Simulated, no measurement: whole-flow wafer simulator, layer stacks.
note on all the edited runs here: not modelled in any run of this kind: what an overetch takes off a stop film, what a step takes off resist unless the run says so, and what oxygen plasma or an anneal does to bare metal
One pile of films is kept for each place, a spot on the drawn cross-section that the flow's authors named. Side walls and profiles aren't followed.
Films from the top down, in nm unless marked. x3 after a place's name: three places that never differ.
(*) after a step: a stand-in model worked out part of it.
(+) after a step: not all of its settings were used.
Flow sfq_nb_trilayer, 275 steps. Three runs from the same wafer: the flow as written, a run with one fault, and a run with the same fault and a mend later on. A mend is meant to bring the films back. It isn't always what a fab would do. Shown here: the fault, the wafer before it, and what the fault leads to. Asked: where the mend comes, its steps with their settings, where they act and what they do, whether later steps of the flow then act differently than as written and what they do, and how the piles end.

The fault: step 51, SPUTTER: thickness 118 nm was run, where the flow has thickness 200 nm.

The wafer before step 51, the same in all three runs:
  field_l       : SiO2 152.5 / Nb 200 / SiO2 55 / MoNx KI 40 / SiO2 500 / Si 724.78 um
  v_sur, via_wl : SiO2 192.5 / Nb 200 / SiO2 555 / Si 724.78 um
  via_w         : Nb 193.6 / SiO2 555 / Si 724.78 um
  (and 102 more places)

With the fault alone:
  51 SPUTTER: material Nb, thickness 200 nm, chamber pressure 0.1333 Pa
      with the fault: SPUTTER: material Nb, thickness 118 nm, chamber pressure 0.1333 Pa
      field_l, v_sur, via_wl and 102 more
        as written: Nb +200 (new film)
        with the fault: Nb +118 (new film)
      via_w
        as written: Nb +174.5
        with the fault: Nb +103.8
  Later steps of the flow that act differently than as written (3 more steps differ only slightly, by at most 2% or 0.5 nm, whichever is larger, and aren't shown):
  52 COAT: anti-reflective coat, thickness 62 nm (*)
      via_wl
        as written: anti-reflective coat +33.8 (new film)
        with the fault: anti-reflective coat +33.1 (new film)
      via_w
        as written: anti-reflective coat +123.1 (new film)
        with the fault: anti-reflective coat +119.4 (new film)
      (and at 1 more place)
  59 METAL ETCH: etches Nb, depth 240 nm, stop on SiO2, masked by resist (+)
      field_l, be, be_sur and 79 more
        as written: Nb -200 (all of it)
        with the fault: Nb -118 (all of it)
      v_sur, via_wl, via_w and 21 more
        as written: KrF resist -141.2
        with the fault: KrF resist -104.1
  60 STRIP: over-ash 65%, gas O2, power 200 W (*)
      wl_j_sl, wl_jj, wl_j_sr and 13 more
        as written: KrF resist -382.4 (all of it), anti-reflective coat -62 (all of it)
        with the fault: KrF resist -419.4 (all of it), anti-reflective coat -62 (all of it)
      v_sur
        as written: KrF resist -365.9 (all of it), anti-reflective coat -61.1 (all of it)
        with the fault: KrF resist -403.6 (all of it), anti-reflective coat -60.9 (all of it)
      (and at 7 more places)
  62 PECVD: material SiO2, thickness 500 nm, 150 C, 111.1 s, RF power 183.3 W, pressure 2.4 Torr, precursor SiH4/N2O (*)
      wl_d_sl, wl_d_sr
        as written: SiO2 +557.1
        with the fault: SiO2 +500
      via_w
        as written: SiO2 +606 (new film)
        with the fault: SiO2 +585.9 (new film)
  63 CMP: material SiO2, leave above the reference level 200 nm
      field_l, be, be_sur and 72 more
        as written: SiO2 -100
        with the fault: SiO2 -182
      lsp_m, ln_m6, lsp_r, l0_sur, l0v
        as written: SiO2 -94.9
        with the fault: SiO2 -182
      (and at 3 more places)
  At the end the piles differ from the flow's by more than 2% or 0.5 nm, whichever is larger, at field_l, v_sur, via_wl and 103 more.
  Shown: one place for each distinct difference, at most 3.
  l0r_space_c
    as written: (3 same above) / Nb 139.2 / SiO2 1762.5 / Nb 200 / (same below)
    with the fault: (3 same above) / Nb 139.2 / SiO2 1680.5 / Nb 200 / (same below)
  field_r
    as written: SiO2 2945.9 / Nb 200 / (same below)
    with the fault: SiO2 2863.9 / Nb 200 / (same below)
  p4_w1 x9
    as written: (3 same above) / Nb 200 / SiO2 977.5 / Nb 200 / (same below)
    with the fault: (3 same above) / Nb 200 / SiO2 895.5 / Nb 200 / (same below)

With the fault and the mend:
  The mend comes after step 51.
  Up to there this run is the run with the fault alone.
  51a SPUTTER: material Nb, thickness 82 nm, chamber pressure 0.1333 Pa (the flow's step 51 once more, with other settings)
      field_l, v_sur, via_wl and 102 more
        Nb +82
      via_w
        Nb +66.5
  No later step of the flow acts differently than as written, at any place that is followed, by more than 2% or 0.5 nm, whichever is larger.
  At the end the piles differ from the flow's only slightly at the places that both follow, by at most 2% or 0.5 nm, whichever is larger.
